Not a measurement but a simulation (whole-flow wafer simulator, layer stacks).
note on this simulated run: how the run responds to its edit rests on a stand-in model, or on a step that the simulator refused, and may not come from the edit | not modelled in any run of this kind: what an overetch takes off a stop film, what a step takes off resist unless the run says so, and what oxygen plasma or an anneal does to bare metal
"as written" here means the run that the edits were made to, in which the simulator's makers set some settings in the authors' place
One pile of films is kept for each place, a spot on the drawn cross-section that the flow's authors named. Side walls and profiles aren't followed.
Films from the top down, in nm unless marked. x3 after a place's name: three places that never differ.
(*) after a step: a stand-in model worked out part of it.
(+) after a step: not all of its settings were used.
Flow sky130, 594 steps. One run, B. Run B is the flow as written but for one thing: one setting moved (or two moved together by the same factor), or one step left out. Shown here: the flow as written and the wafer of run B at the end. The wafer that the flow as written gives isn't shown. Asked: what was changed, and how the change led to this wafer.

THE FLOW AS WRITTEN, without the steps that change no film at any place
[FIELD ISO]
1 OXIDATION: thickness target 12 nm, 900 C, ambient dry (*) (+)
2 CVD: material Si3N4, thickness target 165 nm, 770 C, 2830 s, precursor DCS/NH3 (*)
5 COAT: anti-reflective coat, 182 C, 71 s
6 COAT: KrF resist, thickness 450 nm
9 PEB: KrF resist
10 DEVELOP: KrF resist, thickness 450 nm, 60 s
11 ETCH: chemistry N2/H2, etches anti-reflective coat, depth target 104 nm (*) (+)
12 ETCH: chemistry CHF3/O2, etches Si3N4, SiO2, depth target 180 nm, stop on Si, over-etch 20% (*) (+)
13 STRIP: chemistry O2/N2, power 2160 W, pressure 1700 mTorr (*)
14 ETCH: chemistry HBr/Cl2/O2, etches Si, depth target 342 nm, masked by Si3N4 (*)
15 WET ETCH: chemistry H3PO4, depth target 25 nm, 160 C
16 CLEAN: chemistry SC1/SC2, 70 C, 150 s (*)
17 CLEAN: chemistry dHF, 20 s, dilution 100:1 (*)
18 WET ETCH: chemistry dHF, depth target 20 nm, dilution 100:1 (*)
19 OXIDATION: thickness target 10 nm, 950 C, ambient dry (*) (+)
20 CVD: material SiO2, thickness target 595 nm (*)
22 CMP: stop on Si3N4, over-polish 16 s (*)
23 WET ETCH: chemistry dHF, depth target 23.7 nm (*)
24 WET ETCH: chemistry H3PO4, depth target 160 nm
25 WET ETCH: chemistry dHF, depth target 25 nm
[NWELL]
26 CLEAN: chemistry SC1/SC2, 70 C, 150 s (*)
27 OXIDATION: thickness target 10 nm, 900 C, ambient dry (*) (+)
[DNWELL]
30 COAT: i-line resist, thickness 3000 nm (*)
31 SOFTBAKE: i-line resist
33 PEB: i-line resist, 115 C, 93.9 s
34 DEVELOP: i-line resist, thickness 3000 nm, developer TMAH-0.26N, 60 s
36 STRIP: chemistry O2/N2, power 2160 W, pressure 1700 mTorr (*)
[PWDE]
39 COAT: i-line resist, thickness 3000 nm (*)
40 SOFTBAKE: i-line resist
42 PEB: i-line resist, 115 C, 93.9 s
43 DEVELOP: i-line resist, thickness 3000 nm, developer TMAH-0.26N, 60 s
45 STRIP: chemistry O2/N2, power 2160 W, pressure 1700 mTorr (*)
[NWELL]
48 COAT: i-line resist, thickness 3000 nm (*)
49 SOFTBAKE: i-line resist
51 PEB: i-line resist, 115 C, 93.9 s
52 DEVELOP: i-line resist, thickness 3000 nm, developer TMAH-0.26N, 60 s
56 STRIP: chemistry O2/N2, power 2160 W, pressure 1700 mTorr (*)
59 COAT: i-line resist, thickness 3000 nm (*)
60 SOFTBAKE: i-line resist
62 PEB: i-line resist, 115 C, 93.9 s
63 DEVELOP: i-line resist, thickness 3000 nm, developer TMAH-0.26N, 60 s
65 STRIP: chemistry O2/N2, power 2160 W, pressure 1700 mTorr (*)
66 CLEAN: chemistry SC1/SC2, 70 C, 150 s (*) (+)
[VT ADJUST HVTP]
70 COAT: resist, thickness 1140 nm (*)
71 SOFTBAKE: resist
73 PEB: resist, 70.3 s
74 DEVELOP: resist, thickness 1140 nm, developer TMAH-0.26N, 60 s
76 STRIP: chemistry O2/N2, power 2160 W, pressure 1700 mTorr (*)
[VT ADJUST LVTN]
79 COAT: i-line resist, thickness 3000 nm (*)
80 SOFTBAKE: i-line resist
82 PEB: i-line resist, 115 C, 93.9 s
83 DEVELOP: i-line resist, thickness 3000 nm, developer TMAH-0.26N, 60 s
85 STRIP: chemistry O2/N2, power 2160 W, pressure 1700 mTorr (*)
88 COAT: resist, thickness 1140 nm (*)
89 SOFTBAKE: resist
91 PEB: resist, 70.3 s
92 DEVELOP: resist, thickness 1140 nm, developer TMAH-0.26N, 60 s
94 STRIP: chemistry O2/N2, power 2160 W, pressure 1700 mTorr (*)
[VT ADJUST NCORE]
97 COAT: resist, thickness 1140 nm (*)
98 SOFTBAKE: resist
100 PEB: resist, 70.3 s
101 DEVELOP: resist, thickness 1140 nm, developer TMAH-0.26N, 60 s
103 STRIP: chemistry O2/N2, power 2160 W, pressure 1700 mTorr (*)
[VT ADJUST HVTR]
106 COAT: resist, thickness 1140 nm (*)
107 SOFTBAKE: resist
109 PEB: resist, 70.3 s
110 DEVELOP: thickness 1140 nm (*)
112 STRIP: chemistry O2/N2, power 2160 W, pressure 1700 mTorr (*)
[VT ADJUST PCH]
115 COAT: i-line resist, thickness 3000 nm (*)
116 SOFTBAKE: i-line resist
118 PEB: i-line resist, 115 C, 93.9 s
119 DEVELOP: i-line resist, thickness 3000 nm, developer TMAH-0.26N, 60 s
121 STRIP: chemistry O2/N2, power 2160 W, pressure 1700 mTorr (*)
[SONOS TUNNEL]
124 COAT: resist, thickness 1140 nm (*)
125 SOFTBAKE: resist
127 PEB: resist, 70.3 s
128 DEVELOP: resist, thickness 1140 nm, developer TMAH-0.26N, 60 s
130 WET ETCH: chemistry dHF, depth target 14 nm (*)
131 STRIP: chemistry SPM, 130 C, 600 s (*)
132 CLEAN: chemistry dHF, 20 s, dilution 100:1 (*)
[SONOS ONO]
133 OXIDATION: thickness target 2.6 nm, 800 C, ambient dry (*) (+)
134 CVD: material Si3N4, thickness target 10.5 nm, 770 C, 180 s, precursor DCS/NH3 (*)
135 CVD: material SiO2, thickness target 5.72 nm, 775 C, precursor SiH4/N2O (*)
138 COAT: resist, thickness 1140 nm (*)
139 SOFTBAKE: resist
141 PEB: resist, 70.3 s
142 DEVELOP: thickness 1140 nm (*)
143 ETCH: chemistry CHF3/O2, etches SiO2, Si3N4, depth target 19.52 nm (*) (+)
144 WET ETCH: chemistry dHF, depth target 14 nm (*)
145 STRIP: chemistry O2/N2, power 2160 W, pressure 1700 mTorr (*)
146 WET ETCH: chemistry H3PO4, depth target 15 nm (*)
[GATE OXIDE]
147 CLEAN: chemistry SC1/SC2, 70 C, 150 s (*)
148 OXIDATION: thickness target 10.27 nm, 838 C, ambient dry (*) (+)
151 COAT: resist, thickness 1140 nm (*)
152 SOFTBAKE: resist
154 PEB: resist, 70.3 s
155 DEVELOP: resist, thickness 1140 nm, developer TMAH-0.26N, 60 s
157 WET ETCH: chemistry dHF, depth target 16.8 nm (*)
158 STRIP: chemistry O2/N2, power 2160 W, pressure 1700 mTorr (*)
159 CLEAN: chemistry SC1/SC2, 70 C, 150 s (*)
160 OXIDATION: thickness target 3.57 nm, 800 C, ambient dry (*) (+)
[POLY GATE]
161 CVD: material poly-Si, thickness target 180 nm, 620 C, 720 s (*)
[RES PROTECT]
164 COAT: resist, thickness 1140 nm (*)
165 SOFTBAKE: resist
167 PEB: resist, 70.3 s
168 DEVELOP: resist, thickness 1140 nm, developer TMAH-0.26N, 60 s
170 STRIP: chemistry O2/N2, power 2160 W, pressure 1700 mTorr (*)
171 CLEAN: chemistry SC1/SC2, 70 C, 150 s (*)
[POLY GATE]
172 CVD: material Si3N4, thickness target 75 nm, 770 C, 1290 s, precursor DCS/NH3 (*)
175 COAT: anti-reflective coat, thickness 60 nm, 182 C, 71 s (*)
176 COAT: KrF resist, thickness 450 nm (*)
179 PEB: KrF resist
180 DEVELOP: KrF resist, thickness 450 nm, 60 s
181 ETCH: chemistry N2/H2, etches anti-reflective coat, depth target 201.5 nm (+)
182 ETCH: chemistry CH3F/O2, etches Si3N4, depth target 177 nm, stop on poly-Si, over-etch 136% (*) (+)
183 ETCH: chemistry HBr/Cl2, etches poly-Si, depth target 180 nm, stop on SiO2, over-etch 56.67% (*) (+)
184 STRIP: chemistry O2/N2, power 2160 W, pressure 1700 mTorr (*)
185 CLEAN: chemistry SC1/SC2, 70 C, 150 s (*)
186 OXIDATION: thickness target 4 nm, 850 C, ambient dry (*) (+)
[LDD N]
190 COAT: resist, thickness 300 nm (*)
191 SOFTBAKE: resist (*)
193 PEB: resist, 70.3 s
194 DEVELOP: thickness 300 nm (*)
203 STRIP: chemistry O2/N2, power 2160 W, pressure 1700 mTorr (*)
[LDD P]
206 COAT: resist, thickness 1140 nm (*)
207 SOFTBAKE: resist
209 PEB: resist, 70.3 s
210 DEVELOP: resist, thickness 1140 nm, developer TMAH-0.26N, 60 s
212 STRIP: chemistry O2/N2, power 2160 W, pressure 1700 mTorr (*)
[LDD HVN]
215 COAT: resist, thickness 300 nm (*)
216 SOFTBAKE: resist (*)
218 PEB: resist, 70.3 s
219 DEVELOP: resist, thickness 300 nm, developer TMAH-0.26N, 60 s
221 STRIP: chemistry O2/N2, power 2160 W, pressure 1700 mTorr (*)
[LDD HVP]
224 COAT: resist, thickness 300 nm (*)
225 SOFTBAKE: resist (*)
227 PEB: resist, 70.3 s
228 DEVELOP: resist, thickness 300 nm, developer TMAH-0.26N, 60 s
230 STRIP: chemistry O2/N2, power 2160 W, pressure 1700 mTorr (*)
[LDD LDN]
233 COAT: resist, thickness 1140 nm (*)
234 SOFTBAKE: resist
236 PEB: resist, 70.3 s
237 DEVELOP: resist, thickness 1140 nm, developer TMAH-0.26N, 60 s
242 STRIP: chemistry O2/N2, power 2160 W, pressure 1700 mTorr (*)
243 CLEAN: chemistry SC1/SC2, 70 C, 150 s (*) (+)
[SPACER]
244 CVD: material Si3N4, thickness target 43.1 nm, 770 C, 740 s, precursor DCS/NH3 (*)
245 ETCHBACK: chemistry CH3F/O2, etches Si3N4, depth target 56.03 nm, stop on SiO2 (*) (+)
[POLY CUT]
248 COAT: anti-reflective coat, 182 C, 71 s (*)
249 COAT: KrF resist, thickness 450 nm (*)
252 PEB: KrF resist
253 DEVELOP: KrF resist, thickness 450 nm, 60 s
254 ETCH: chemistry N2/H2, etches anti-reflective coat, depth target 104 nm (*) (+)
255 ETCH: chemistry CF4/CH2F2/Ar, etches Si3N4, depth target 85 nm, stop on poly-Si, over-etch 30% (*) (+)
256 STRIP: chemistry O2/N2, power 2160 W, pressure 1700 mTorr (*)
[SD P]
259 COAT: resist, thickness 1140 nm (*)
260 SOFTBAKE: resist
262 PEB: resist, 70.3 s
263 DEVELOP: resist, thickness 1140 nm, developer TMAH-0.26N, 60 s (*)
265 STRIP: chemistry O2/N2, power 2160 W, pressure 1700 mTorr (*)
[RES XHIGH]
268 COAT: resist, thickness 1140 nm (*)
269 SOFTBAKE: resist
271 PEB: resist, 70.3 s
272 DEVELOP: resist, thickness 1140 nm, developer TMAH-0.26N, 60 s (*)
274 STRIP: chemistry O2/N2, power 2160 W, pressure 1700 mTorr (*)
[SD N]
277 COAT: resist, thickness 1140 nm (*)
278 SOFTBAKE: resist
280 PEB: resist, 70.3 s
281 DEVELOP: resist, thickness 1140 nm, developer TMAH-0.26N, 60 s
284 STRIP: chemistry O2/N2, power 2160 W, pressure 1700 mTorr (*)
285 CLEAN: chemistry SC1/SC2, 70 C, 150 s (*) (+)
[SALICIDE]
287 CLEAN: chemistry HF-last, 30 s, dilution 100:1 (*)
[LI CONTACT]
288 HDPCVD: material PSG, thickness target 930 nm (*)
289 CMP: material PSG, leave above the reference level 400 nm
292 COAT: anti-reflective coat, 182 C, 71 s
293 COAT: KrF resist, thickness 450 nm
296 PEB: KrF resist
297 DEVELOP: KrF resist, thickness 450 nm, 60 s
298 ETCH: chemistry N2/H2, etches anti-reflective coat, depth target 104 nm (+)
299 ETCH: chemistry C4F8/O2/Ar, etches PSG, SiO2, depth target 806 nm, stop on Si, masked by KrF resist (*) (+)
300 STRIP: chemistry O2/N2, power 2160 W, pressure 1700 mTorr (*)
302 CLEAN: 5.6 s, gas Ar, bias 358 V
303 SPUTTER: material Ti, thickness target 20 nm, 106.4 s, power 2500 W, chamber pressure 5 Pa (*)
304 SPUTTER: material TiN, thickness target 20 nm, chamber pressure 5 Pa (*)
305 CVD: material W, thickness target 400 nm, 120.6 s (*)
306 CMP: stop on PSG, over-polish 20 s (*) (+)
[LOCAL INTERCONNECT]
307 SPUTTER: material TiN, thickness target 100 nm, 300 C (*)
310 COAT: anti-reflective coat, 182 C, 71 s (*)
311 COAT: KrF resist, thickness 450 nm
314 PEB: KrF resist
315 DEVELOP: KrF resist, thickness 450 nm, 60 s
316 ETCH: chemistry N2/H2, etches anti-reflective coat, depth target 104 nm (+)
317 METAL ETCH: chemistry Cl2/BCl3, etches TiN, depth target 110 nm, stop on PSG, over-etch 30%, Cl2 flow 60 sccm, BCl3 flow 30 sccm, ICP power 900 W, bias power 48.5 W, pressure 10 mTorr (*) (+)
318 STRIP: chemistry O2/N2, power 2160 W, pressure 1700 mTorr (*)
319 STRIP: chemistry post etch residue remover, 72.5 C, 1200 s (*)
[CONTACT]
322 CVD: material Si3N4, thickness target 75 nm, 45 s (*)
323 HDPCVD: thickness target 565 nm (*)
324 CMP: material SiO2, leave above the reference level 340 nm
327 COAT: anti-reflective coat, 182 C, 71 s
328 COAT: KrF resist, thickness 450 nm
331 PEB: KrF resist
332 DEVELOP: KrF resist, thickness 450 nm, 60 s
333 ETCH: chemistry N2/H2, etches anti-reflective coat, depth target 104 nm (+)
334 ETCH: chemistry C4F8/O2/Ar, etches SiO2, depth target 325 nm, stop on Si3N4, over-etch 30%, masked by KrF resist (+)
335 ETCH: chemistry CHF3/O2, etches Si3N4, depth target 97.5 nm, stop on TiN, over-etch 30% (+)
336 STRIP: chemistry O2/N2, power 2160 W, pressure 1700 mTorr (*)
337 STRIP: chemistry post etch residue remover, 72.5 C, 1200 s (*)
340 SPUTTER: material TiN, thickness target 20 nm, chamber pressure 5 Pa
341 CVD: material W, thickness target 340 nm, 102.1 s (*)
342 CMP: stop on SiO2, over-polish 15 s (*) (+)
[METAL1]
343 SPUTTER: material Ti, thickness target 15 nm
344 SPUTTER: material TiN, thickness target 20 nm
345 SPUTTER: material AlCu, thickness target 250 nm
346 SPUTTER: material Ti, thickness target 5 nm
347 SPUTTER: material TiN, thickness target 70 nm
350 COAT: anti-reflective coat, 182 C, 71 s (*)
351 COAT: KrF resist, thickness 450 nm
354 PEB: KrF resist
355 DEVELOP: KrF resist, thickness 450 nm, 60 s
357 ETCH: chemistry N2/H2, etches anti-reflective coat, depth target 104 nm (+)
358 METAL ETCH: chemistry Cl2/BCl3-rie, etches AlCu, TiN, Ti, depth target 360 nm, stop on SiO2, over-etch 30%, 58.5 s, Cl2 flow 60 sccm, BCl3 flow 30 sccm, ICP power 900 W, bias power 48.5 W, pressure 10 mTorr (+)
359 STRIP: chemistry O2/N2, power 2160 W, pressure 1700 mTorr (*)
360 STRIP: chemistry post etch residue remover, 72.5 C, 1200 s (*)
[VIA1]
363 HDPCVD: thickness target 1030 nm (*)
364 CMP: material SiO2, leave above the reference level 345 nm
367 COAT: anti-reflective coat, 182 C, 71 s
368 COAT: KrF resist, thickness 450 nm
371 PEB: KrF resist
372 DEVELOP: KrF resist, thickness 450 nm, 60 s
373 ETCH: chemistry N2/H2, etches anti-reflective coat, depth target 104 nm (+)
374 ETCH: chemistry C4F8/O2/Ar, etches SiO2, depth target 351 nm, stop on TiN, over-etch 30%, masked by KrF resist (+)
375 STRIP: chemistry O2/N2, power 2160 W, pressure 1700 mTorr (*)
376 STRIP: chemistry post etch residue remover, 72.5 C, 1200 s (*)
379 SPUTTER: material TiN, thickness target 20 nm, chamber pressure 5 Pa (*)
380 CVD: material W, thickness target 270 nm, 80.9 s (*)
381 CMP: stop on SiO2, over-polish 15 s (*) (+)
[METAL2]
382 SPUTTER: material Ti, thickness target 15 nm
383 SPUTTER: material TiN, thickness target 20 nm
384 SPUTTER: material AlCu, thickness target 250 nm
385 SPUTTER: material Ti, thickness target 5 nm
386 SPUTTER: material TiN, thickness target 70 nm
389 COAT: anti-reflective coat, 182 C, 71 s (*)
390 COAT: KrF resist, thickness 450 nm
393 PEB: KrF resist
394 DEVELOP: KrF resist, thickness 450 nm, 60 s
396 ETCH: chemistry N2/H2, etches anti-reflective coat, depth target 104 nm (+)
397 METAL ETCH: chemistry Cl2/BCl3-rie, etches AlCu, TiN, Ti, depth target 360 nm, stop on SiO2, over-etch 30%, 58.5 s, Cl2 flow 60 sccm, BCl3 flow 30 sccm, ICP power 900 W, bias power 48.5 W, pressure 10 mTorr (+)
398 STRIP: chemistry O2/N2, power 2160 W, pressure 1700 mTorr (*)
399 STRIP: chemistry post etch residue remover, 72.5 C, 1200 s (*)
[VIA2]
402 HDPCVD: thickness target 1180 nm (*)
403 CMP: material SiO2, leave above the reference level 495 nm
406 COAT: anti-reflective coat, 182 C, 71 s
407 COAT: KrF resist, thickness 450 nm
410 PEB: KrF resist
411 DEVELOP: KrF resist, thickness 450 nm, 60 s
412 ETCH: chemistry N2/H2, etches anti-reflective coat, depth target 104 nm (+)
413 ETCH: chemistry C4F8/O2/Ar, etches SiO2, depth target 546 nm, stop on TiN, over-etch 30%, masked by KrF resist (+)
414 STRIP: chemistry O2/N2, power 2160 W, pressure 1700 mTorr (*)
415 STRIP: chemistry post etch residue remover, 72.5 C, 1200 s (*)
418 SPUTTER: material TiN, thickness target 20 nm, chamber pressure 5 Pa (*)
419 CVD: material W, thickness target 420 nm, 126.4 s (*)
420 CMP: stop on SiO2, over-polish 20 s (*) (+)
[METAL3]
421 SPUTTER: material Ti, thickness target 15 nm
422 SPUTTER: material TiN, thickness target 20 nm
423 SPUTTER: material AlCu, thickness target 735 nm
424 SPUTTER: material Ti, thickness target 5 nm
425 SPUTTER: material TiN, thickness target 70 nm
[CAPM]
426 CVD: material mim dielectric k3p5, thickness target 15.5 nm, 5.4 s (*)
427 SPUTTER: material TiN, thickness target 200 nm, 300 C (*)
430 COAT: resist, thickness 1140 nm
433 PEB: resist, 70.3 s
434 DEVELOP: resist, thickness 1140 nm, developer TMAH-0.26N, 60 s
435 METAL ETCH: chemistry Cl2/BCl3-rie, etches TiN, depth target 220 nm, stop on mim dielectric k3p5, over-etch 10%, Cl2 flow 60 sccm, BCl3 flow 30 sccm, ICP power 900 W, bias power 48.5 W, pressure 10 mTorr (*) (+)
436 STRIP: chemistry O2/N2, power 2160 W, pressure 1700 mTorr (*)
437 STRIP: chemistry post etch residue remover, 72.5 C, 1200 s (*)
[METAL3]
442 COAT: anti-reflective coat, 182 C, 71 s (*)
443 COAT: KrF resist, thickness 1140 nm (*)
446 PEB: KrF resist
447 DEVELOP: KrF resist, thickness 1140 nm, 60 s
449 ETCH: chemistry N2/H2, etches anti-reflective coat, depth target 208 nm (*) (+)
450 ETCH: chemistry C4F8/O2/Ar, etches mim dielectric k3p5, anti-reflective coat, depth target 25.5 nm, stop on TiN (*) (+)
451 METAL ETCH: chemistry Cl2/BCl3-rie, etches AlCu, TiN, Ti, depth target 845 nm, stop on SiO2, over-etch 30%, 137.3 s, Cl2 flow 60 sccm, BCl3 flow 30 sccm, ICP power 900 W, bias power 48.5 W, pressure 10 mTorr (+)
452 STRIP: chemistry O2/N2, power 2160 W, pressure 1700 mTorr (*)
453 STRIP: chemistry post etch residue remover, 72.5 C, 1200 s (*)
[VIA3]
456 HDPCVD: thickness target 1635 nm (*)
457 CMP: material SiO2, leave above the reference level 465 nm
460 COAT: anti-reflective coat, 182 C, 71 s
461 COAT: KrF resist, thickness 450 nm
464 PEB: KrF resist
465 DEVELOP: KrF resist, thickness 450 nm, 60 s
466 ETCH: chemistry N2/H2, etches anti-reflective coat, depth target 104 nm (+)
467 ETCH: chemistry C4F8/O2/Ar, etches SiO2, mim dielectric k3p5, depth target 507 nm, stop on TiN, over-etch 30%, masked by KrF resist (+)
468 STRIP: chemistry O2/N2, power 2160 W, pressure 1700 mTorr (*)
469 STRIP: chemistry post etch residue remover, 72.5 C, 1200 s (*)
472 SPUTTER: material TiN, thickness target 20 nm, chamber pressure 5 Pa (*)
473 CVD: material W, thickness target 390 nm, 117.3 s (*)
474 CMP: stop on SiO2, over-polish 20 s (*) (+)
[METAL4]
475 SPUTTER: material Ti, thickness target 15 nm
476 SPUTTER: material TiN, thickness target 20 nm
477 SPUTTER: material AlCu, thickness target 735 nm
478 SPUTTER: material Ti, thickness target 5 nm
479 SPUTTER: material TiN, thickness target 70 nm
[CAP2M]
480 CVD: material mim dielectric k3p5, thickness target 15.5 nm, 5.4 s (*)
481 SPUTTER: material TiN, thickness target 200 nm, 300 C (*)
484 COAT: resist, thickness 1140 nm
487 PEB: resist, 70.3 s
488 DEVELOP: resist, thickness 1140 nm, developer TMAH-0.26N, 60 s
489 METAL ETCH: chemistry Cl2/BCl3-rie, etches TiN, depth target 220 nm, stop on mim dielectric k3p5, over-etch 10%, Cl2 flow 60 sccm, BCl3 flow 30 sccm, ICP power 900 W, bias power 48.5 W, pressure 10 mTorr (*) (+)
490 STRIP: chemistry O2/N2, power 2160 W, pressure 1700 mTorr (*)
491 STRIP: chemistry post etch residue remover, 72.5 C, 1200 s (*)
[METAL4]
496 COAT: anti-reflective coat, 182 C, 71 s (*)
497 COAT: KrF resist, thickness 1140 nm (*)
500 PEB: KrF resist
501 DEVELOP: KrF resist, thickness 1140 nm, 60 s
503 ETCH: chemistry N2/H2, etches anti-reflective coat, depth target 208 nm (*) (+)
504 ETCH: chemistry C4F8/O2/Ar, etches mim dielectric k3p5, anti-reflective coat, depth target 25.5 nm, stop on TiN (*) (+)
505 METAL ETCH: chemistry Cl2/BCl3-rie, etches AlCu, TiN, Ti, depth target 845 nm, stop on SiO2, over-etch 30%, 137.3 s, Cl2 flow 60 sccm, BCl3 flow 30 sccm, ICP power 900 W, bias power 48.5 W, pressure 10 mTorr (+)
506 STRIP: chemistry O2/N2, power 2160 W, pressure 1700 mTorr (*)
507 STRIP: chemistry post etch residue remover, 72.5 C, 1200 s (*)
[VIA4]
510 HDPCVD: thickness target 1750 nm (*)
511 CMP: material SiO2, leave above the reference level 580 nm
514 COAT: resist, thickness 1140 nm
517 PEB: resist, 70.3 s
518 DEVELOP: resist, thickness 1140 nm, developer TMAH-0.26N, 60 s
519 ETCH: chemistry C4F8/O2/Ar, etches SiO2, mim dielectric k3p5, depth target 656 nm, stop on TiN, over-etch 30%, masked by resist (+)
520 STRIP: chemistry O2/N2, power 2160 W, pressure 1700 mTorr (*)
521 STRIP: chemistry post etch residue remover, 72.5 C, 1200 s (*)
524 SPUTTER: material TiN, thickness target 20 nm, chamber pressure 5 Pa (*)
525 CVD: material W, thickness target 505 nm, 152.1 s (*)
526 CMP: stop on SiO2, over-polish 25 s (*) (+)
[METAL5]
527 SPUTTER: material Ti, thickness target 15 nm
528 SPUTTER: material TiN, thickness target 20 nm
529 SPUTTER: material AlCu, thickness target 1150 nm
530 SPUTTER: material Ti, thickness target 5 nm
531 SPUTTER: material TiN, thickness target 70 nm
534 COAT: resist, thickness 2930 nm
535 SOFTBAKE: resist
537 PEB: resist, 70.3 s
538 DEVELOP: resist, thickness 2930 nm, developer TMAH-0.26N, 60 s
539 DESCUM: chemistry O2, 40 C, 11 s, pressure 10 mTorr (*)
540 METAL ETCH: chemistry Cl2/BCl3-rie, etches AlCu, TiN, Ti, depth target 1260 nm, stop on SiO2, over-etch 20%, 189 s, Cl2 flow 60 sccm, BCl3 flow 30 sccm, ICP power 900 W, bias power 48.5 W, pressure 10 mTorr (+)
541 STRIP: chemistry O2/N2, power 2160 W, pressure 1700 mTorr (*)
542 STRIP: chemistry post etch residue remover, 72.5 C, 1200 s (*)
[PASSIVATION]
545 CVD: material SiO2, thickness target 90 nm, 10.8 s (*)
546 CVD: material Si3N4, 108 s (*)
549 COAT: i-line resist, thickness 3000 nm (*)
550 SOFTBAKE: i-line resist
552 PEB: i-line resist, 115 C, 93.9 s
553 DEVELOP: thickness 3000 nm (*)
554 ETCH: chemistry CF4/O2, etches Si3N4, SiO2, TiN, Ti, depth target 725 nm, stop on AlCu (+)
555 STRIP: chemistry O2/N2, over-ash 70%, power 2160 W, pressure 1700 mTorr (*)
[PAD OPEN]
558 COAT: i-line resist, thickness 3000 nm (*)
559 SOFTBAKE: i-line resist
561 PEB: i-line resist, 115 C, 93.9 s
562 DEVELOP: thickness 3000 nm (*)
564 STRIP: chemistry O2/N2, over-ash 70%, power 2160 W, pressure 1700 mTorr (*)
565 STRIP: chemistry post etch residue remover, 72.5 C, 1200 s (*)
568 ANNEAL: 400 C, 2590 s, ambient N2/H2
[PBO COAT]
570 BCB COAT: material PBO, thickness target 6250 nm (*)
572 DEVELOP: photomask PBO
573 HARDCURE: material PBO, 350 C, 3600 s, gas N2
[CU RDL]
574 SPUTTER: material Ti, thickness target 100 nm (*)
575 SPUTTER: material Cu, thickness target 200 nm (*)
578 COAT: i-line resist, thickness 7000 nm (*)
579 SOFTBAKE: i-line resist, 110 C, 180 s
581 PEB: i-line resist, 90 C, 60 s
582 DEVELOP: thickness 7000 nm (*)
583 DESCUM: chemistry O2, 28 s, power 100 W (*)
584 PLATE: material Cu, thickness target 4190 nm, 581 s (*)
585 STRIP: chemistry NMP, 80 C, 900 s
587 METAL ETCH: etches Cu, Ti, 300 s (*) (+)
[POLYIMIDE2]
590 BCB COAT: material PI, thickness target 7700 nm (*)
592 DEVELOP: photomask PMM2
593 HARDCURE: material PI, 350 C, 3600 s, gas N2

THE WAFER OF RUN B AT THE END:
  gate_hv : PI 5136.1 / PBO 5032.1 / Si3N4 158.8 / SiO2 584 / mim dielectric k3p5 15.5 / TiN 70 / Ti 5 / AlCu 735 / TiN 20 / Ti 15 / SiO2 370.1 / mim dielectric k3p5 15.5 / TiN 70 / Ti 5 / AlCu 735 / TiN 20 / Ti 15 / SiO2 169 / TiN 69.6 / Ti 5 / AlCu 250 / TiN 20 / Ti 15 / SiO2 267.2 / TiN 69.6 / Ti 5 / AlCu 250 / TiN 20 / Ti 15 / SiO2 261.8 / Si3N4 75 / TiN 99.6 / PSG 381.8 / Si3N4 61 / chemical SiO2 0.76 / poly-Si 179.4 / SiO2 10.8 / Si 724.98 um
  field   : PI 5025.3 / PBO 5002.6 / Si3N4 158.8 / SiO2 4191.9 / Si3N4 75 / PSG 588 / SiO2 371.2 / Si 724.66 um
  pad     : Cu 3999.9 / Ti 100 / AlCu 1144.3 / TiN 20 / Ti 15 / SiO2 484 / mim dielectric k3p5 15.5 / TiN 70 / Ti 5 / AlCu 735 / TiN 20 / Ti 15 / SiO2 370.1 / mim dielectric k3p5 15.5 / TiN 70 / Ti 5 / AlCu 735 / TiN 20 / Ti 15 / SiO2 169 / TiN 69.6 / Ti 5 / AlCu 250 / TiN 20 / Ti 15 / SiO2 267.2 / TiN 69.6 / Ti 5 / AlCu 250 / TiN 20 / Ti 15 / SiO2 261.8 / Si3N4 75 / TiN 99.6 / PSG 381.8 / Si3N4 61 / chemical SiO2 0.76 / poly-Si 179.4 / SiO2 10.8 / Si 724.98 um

The cause: step 403, CMP: leave above the reference level 248 nm was run, where the flow has leave above the reference level 495 nm.

How the change led to this, step by step:
  403 CMP: material SiO2, leave above the reference level 495 nm
      n_well, p_well, gate_hv and 101 more: SiO2 -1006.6 (as written it would be: SiO2 -759.6)
      field, active, gate and 82 more: SiO2 -636.1 (as written it would be: SiO2 -389.1)
      (and at 2 more places)
  413 ETCH: chemistry C4F8/O2/Ar, etches SiO2, depth target 546 nm, stop on TiN, over-etch 30%, masked by KrF resist (+)
      field, active, n_well and 186 more: KrF resist -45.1 (as written it would be: KrF resist -109.2)
      m1: SiO2 -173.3 (all of it) (as written it would be: SiO2 -420.3 (all of it))
      (and at 1 more place)
  414 STRIP: chemistry O2/N2, power 2160 W, pressure 1700 mTorr (*)
      field, active, n_well and 186 more: KrF resist -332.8 (all of it), anti-reflective coat -80 (all of it) (as written it would be: KrF resist -268.6 (all of it), anti-reflective coat -80 (all of it))
  418 SPUTTER: material TiN, thickness target 20 nm, chamber pressure 5 Pa (*)
      m1, via2_hole: TiN +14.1 (as written it would be: TiN +10.2)
  419 CVD: material W, thickness target 420 nm, 126.4 s (*)
      m1: W +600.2 (new film) (as written it would be: W +851.1 (new film))
      via2_hole: W +599.8 (new film) (as written it would be: W +850.7 (new film))
